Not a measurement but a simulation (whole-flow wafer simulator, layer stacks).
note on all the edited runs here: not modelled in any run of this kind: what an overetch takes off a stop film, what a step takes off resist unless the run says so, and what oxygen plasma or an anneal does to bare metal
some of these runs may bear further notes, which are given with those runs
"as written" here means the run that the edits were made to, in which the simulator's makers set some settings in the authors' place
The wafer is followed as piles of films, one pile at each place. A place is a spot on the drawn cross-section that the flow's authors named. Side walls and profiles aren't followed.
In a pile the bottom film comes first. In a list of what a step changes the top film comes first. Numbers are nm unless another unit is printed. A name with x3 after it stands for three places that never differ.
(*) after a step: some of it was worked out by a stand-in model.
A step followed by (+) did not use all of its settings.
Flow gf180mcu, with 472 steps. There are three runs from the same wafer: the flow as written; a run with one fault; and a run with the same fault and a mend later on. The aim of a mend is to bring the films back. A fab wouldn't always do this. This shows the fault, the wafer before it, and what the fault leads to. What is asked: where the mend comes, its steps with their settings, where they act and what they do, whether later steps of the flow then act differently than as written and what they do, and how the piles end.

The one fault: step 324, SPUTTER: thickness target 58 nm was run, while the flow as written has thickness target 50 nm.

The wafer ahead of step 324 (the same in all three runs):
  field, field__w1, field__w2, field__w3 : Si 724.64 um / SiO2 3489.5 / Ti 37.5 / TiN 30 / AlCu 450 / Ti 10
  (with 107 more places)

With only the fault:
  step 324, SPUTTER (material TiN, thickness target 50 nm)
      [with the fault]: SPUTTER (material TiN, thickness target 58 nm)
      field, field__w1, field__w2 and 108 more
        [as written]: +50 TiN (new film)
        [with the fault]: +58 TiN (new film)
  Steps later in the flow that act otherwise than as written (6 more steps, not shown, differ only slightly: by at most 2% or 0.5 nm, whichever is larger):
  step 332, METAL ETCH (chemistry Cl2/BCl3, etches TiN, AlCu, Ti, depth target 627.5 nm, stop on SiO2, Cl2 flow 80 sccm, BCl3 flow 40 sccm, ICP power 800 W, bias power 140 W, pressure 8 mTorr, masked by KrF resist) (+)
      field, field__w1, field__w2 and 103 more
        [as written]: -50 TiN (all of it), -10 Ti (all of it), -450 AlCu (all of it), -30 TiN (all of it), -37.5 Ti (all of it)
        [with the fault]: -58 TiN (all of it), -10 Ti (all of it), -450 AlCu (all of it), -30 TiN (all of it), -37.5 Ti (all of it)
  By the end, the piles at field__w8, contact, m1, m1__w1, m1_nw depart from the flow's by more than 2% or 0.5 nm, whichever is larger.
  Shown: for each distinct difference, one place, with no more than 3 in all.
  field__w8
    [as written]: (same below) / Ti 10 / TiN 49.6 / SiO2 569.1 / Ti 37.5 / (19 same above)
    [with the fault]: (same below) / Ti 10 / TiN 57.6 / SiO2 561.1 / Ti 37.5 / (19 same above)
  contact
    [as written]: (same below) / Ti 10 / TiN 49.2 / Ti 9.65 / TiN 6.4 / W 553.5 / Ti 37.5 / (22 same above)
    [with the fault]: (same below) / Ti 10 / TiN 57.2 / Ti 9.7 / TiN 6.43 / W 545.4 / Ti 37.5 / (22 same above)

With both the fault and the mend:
  The mend stands after step 331.
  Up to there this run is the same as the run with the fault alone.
  step 331a, STRIP (chemistry O2/N2, power 2160 W, pressure 1700 mTorr) (*)
      field__w8, contact, m1, m1__w1, m1_nw
        -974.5 KrF resist (all of it)
  step 331b, METAL ETCH (chemistry Cl2/BCl3, etches TiN, AlCu, Ti, depth target 8 nm, Cl2 flow 80 sccm, BCl3 flow 40 sccm, ICP power 800 W, bias power 140 W, pressure 8 mTorr) (the flow's step 260 again, with other settings)
      field, field__w1, field__w2 and 108 more
        -8 TiN
  step 331c, HMDS (120 C, 60 s) (the flow's step 326 again)
      does not change any film at any place that is followed
  step 331d, COAT (KrF resist, thickness 1000 nm) (the flow's step 327 again)
      field, field__w1, field__w2 and 108 more
        +1000 KrF resist (new film)
  step 331e, SOFTBAKE (KrF resist) (the flow's step 328 again)
      does not change any film at any place that is followed
  step 331f, EXPOSE (photomask Metal3) (the flow's step 329 again)
      does not change any film at any place that is followed
  step 331g, PEB (KrF resist, 135 C, 90 s) (the flow's step 330 again)
      field, field__w1, field__w2 and 108 more
        -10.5 KrF resist
  step 331h, DEVELOP (thickness 1000 nm, 60 s) (the flow's step 331 again)
      field, field__w1, field__w2 and 103 more
        -989.5 KrF resist (all of it)
      field__w8, contact, m1, m1__w1, m1_nw
        -14.9 KrF resist
  None of the later steps of the flow acts differently than as written at any place that is followed.
  By the end, the piles equal the flow's at every place that both follow.
